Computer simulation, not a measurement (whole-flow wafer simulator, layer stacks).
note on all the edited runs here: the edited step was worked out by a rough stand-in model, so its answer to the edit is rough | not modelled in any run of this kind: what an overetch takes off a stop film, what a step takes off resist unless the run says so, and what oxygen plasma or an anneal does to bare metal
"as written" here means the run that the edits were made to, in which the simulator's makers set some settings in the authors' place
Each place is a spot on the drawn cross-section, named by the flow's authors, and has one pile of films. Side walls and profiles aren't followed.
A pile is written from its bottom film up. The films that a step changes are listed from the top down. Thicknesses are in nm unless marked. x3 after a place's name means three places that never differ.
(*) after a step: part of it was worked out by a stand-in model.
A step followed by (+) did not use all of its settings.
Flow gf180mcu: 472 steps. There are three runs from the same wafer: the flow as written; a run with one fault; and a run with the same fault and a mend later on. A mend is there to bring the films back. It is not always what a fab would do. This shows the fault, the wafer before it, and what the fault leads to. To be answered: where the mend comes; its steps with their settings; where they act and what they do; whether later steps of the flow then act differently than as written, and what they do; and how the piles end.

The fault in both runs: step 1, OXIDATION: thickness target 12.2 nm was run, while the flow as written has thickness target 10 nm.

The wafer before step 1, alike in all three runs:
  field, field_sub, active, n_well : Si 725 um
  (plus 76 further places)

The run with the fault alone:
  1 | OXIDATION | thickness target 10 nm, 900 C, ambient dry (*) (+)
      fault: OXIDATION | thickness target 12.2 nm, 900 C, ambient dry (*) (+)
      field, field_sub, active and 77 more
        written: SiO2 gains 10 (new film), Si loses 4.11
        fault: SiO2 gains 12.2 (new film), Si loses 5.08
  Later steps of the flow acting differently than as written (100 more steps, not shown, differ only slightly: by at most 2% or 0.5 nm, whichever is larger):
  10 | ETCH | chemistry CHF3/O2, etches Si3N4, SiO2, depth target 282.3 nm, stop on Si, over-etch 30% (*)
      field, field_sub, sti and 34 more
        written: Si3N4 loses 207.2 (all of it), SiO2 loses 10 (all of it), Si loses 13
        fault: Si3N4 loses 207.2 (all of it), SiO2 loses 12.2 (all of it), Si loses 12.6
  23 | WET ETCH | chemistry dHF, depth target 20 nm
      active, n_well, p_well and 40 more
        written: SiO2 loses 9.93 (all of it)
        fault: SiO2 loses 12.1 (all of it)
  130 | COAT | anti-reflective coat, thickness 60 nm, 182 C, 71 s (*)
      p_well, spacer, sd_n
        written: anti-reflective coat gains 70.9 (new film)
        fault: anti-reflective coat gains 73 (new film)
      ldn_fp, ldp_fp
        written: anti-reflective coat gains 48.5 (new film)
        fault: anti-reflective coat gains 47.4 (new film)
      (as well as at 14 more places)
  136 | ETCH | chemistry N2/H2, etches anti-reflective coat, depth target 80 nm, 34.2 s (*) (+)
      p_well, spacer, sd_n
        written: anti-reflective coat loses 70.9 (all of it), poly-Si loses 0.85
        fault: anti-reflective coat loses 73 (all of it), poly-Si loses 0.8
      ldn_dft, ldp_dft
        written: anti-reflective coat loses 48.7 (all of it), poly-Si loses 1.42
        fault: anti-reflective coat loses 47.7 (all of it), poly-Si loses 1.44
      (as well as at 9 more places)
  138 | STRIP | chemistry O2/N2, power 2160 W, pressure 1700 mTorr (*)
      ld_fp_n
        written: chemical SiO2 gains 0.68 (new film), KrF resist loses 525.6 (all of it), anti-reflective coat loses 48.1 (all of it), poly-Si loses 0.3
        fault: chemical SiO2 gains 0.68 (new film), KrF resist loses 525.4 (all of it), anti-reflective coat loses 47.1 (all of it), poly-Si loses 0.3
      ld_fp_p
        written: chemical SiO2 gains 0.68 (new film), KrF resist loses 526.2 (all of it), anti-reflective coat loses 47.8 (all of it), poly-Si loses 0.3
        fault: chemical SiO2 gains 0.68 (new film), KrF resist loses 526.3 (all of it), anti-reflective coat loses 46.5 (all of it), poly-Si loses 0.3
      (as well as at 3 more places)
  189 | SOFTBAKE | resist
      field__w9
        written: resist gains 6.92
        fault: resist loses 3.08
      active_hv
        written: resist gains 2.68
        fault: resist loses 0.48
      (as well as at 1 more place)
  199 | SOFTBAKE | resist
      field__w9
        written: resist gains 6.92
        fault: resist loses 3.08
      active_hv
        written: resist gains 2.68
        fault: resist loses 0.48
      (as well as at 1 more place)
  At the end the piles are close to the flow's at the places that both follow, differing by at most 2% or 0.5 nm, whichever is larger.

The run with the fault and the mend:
  The mend follows step 1.
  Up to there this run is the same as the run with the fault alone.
  1a | WET ETCH | chemistry dHF, depth target 2.2 nm, 25 C, dilution 100:1
      field, field_sub, active and 77 more
        SiO2 loses 2.2
  Later steps of the flow that are run all act as written at every place that is followed.
  At the end the piles are close to the flow's at the places that both follow, differing by at most 2% or 0.5 nm, whichever is larger.
